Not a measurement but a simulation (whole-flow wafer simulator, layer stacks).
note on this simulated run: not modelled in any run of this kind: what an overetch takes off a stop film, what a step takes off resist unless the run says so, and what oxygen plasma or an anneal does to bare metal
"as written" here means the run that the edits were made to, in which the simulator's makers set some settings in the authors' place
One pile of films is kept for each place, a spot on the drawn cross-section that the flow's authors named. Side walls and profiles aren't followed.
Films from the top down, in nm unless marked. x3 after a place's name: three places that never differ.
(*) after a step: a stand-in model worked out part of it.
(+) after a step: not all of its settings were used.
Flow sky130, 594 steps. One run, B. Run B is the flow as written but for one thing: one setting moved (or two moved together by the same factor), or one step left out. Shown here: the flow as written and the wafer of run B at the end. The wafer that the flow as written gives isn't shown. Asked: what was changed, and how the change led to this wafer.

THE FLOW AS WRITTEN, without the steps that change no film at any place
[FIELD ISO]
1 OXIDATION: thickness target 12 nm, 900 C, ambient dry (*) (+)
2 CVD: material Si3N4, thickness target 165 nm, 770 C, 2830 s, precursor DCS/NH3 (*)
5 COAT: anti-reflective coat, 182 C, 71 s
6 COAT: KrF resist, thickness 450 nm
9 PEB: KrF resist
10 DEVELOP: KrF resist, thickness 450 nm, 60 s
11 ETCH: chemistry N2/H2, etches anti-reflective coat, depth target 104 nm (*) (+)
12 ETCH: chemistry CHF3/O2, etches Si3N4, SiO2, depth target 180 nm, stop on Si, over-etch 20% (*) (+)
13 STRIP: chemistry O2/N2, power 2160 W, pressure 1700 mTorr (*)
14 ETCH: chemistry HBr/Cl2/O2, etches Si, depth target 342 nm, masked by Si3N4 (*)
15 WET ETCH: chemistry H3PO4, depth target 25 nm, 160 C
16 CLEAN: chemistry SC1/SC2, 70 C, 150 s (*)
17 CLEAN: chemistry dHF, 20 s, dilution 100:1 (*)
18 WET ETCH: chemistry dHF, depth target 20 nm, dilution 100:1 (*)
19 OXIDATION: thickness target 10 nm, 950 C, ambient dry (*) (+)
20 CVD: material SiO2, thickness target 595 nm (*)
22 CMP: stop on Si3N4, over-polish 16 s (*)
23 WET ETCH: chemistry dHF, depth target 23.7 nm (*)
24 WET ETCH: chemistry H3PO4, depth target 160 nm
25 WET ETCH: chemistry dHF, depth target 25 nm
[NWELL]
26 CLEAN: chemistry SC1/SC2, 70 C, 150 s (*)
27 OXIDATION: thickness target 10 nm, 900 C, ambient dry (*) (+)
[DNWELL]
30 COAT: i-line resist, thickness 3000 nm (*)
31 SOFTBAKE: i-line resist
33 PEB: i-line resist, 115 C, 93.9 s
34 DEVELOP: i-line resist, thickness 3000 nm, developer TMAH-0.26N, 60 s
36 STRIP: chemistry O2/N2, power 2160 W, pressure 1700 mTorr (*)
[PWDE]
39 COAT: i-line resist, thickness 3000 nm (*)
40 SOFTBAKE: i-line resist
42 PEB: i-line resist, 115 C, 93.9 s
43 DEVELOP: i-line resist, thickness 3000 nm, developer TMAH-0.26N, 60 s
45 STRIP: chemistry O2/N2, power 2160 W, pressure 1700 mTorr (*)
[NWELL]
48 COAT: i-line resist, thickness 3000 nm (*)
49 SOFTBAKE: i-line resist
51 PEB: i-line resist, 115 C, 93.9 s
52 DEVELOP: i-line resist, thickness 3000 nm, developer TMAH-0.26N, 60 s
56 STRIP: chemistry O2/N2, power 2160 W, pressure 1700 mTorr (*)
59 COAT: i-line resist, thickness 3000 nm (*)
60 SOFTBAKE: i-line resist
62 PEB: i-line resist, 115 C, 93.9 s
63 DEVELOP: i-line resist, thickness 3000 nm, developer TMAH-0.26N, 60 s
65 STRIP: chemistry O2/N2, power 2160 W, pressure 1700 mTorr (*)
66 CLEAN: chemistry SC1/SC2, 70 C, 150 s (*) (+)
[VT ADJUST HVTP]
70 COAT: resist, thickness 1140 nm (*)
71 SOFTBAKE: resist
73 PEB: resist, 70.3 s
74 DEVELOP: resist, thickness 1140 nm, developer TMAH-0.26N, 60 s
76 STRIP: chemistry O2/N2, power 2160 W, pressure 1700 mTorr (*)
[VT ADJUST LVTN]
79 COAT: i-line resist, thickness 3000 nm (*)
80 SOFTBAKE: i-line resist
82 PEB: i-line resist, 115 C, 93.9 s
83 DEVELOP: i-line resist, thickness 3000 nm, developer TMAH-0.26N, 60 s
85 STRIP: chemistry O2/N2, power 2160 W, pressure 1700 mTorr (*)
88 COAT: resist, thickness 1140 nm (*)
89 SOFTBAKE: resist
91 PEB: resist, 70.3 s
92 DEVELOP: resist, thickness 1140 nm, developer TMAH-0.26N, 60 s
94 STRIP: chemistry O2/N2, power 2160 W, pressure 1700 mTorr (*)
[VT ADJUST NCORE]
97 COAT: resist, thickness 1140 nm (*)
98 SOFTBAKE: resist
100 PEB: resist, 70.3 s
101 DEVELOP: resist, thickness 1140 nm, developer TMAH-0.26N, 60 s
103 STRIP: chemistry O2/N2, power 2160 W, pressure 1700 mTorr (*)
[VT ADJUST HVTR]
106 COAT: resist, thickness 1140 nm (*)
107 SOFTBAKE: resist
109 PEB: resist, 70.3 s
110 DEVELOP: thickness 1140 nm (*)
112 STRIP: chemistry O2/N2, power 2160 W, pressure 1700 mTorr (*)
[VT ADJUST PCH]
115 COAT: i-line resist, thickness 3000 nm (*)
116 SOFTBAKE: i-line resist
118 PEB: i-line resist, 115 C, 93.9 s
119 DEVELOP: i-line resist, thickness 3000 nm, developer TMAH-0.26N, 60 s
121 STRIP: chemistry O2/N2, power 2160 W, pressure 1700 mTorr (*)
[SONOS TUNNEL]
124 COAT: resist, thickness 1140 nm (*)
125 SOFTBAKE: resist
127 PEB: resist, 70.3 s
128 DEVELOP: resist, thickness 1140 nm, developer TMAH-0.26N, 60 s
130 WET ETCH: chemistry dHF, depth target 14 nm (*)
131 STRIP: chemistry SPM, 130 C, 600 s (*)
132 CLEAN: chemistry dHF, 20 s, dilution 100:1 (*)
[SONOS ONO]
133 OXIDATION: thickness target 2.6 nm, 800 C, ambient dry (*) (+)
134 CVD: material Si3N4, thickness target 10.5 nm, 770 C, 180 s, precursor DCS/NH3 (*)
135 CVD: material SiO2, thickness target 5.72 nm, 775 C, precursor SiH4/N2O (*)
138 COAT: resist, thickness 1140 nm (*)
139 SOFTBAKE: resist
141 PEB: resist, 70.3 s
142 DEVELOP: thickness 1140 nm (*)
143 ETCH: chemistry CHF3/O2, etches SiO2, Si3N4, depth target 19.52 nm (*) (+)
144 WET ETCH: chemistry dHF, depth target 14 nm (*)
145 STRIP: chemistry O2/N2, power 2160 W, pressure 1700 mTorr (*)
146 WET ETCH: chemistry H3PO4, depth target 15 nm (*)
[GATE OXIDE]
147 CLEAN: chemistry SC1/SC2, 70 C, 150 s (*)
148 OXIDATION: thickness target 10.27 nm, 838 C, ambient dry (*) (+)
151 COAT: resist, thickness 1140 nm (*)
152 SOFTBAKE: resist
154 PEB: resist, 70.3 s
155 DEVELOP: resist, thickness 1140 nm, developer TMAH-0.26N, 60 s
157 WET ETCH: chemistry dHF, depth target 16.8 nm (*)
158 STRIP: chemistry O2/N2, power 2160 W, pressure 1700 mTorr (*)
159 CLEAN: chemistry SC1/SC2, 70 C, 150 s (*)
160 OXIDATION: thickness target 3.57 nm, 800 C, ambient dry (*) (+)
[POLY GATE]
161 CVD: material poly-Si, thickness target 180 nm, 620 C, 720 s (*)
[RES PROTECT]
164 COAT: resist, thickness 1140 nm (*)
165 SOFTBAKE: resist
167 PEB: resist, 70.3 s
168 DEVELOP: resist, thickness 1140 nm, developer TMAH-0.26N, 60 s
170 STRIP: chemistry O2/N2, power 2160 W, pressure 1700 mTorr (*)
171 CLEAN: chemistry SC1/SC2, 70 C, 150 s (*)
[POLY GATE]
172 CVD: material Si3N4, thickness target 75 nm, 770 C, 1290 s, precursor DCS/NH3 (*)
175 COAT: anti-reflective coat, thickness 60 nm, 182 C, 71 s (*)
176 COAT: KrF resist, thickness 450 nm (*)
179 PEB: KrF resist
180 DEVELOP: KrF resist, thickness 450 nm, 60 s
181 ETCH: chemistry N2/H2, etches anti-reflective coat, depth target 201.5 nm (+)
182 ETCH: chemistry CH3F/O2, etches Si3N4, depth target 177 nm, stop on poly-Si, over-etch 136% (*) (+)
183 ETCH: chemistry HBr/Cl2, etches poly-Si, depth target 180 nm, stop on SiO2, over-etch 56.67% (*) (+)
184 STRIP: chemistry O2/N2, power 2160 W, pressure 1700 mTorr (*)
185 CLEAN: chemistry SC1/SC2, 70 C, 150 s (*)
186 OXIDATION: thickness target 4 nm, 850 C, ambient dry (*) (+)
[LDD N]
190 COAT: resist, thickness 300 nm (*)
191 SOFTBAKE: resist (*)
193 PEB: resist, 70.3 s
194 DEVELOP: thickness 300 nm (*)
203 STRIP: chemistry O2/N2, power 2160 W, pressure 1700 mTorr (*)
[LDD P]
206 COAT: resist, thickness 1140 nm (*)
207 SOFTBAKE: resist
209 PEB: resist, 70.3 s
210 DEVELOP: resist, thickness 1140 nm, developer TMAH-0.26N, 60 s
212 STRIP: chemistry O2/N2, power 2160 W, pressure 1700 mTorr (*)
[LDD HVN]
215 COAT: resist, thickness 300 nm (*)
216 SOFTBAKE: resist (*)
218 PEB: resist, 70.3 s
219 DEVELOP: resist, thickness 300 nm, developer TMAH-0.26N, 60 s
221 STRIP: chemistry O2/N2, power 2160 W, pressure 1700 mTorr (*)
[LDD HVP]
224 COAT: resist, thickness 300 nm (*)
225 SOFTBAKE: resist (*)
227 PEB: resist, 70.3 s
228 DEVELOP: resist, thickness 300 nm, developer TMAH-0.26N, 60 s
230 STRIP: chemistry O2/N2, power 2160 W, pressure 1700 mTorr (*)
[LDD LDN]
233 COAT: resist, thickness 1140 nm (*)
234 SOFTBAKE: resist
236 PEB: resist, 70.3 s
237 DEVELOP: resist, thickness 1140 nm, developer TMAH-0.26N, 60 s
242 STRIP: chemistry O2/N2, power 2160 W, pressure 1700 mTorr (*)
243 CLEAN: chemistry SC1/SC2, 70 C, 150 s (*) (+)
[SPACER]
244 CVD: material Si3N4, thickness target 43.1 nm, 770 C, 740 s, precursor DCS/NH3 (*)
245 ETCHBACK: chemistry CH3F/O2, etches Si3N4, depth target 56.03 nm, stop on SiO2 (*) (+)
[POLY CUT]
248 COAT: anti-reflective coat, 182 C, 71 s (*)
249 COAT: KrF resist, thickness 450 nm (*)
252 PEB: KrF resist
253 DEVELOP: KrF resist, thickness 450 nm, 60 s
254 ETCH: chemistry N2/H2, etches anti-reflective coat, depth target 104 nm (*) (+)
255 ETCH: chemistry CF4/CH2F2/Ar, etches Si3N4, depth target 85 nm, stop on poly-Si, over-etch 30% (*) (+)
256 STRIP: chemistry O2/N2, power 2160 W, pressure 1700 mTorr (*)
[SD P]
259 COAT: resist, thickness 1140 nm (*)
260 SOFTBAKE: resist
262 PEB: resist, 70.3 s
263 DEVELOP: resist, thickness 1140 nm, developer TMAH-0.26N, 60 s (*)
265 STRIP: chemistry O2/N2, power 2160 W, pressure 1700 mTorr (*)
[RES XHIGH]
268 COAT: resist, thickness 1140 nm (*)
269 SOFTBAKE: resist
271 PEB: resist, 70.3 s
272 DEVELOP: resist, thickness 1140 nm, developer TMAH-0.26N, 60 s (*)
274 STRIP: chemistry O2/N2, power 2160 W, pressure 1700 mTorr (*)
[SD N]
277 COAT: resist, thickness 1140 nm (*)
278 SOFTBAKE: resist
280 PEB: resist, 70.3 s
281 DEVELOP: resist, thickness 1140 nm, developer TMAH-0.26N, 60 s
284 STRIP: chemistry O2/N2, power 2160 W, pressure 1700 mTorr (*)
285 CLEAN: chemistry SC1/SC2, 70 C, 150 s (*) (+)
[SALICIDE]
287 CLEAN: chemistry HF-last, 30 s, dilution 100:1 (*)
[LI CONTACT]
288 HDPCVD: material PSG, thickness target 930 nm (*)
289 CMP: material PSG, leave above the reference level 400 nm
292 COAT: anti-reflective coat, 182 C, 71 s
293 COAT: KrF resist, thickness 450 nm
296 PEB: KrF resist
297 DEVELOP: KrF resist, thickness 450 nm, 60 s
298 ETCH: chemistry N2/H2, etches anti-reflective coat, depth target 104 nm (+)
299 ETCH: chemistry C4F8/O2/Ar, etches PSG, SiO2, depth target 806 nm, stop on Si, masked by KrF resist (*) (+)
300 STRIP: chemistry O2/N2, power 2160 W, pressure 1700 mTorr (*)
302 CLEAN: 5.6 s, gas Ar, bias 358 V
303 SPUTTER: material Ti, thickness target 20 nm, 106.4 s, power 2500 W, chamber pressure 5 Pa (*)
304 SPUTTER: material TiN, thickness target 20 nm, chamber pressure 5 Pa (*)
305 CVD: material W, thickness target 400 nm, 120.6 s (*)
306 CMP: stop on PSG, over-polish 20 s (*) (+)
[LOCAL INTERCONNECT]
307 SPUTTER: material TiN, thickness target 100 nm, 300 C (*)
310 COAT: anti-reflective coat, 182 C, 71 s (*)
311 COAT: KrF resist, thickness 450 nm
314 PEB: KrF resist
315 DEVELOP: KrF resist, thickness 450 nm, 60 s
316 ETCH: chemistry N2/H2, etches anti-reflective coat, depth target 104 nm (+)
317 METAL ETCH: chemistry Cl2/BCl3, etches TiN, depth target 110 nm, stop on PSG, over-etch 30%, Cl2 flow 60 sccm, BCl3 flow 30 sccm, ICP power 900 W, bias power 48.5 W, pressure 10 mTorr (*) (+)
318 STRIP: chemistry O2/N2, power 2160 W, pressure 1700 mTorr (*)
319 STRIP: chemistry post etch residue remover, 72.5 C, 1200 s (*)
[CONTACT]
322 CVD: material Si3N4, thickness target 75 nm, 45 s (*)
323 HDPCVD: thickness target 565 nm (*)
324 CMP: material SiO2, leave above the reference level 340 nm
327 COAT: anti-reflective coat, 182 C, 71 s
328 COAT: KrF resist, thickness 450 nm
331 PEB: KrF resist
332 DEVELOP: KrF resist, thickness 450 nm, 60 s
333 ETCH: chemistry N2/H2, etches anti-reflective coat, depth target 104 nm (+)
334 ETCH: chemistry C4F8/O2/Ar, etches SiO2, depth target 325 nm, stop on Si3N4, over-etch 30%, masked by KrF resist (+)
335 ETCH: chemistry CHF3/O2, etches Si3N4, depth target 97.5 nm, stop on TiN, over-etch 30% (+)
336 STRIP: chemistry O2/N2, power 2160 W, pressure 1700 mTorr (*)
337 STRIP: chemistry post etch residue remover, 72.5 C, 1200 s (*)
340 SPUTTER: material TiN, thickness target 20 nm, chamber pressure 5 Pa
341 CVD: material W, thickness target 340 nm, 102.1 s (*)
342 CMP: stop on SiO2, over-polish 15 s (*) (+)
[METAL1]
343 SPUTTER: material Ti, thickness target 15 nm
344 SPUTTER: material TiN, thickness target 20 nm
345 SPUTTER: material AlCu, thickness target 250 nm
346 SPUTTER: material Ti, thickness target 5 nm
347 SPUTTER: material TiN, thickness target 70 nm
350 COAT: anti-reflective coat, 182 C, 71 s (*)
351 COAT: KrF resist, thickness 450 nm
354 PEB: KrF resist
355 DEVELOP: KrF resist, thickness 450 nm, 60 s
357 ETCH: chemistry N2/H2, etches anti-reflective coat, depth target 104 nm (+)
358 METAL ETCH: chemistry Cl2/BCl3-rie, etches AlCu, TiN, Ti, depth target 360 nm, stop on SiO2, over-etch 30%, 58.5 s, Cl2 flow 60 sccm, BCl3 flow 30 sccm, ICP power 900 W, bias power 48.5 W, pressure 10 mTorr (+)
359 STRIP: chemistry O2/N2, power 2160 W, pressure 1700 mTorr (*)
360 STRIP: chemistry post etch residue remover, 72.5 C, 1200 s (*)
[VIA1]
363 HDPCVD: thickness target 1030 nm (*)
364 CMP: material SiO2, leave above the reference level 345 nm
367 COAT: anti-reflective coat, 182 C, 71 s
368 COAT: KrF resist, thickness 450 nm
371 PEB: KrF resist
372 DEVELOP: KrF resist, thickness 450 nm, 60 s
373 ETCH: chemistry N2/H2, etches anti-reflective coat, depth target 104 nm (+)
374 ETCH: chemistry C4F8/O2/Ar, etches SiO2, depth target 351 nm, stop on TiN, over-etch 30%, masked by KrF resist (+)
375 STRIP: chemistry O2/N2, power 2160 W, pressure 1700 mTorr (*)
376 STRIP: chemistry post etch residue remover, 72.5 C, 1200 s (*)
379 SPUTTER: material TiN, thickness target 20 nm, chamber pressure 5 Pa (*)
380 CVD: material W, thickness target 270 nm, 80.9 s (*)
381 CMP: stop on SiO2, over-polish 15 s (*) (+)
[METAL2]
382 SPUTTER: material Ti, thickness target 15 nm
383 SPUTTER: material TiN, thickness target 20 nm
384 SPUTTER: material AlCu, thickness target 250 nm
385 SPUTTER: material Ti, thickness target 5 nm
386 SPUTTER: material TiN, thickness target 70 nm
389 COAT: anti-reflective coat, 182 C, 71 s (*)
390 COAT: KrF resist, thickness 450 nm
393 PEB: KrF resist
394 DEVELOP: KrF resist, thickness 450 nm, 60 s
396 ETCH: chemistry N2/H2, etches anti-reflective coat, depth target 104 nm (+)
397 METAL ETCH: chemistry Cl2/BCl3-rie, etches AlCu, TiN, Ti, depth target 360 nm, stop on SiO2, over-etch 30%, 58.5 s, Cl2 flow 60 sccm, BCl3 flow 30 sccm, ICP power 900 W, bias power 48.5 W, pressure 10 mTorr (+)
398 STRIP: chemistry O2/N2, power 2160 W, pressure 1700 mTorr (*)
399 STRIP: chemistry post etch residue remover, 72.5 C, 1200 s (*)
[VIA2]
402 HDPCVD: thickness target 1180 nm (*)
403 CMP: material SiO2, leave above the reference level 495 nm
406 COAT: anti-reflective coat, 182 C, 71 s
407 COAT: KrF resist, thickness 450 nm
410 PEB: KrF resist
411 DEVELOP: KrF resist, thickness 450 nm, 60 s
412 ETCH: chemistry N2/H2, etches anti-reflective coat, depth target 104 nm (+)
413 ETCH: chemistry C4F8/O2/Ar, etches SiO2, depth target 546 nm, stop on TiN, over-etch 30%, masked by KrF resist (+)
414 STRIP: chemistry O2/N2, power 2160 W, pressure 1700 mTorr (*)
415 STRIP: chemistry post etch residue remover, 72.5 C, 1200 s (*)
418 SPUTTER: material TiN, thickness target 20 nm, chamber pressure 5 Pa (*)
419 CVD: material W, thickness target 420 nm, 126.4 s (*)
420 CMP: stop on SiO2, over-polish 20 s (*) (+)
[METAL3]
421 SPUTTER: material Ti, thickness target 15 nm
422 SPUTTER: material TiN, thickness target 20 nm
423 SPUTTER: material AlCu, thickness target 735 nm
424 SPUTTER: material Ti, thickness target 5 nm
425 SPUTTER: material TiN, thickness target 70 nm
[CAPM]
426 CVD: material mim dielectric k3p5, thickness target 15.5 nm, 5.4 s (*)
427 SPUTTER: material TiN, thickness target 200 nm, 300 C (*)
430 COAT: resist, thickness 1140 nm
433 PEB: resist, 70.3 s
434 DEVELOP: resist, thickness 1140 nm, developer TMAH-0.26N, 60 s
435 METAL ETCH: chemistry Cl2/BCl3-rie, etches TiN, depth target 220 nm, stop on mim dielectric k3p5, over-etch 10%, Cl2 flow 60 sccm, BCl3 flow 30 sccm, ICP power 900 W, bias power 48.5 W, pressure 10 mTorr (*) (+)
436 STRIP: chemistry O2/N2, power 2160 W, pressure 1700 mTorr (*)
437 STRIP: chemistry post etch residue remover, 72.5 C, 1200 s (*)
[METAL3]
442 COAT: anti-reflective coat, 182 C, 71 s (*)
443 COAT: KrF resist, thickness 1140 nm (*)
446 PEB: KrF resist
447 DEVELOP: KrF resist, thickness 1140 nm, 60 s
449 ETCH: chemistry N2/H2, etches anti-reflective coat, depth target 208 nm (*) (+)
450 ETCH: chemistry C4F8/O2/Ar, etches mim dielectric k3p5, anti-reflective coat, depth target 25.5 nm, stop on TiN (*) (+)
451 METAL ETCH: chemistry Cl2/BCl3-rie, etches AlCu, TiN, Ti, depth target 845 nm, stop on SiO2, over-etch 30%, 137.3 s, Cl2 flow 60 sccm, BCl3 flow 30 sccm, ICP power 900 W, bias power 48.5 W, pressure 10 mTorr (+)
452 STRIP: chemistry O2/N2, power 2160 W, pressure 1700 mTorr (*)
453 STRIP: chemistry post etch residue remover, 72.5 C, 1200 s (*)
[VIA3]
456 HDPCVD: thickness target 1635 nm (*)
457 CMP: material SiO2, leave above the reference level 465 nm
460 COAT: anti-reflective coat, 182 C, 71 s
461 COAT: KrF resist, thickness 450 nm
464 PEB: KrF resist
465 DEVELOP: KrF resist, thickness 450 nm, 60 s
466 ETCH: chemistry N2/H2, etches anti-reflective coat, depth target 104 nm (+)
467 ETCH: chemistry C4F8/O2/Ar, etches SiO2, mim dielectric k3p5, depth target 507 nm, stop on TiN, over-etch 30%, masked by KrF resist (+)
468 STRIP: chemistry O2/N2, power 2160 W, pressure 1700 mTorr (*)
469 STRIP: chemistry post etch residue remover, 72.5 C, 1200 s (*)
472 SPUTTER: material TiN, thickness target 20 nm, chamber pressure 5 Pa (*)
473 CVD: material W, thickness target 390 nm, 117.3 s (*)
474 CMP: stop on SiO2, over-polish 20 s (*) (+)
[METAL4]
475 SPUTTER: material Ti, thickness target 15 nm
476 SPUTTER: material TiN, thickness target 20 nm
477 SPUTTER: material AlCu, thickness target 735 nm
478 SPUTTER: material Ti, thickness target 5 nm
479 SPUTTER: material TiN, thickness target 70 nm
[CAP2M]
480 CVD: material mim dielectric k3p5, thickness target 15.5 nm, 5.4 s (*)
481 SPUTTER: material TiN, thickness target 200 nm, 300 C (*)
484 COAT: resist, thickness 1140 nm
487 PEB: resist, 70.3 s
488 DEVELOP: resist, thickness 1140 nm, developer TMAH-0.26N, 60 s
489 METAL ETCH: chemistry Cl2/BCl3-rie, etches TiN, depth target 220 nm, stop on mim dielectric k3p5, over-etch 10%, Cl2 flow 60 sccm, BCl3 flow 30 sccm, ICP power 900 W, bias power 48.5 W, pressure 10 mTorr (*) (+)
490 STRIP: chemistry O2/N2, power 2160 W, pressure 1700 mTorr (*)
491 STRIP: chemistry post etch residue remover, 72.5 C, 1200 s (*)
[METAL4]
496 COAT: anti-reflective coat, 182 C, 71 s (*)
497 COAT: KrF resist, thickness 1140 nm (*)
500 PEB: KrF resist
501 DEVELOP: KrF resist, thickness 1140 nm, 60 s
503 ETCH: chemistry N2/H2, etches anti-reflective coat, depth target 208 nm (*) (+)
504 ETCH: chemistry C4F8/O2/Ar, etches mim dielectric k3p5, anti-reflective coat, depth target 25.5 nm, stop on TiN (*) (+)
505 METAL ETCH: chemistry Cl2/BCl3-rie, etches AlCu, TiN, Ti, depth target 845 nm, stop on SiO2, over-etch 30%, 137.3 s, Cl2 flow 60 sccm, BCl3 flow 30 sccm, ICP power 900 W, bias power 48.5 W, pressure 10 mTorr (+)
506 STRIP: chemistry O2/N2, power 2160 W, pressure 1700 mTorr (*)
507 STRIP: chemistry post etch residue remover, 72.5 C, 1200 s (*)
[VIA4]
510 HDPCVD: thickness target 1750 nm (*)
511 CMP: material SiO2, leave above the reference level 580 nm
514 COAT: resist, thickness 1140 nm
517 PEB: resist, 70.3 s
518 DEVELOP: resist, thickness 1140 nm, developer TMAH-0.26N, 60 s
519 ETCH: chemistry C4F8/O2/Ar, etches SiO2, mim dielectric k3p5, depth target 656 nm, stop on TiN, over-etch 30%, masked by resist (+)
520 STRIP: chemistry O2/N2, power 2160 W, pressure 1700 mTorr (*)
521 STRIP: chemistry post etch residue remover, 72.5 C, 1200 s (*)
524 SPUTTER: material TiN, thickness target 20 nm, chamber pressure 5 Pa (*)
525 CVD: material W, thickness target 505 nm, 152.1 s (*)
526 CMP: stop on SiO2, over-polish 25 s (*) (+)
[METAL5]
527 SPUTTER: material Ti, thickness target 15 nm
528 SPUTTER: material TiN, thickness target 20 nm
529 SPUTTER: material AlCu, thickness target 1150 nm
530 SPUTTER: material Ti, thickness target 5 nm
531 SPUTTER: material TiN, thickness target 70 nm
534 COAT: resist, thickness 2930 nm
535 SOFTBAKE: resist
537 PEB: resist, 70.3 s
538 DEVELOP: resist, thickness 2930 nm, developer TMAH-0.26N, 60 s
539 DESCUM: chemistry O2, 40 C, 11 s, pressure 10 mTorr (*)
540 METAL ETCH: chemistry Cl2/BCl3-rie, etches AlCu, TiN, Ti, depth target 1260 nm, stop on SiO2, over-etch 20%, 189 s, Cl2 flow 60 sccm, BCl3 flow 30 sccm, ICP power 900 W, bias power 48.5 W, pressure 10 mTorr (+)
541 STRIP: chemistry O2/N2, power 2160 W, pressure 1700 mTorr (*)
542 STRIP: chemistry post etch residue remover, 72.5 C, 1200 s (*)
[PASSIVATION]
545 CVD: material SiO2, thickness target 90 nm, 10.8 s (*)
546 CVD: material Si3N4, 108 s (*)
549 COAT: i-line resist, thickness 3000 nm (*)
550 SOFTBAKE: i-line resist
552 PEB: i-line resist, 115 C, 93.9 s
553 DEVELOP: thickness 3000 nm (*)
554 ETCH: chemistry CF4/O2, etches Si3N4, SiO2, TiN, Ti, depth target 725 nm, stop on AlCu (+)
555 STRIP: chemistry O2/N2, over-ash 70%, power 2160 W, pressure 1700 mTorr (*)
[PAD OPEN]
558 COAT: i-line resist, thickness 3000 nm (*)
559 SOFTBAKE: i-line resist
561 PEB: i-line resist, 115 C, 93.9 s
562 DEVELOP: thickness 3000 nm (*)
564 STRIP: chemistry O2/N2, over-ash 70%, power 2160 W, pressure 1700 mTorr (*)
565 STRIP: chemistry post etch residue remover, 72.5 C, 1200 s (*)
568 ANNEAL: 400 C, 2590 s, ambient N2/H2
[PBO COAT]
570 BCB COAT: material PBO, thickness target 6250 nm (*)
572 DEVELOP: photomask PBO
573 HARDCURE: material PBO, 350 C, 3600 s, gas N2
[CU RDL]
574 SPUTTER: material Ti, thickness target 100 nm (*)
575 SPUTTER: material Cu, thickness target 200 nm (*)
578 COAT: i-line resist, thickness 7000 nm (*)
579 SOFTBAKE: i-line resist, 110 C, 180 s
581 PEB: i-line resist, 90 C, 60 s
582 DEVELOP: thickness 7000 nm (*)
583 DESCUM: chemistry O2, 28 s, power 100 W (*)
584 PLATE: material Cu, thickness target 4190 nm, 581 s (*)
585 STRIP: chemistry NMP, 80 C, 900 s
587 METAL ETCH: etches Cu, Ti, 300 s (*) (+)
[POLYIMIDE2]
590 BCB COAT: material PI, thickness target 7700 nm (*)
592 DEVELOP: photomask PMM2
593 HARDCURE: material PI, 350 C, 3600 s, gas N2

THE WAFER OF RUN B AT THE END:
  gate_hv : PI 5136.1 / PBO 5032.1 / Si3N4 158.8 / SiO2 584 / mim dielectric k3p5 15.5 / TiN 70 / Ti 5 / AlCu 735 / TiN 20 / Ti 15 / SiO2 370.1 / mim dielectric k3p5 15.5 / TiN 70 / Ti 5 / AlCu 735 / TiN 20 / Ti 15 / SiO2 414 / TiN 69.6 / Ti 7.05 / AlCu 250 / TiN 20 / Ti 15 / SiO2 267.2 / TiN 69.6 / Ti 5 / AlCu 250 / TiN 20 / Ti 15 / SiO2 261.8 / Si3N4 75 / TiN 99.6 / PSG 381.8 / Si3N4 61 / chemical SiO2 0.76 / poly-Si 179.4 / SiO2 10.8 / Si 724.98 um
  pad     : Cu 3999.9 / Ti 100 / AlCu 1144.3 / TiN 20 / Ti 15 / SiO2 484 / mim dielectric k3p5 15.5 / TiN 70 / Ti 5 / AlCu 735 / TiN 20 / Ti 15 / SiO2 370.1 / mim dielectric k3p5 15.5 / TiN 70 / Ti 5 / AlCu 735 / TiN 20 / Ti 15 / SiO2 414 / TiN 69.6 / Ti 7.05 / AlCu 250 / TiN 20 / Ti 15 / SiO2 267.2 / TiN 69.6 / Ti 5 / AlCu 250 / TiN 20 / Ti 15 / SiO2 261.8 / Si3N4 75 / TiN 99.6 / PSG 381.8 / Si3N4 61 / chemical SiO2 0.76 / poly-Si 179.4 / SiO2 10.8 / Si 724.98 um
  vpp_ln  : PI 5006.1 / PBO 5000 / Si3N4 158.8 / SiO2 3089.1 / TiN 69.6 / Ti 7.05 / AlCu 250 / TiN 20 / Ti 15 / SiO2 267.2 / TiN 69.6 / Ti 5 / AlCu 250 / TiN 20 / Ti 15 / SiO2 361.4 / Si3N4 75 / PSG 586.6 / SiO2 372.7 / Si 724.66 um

The cause: step 385, SPUTTER: thickness target 7.05 nm was run, where the flow has thickness target 5 nm.
It can be read off the wafer: gate_hv has Ti 7.05, and step 385 as written asks for 5 nm.

How the change led to this, step by step:
  385 SPUTTER: material Ti, thickness target 5 nm
      field, active, n_well and 188 more: Ti +7.05 (new film) (as written it would be: Ti +5 (new film))
  397 METAL ETCH: chemistry Cl2/BCl3-rie, etches AlCu, TiN, Ti, depth target 360 nm, stop on SiO2, over-etch 30%, 58.5 s, Cl2 flow 60 sccm, BCl3 flow 30 sccm, ICP power 900 W, bias power 48.5 W, pressure 10 mTorr (+)
      field, active, gate and 82 more: TiN -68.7 (all of it), Ti -7.05 (all of it), AlCu -250 (all of it), TiN -20 (all of it), Ti -15 (all of it), SiO2 -10.7 (as written it would be: TiN -68.7 (all of it), Ti -5 (all of it), AlCu -250 (all of it), TiN -20 (all of it), Ti -15 (all of it), SiO2 -10.9)
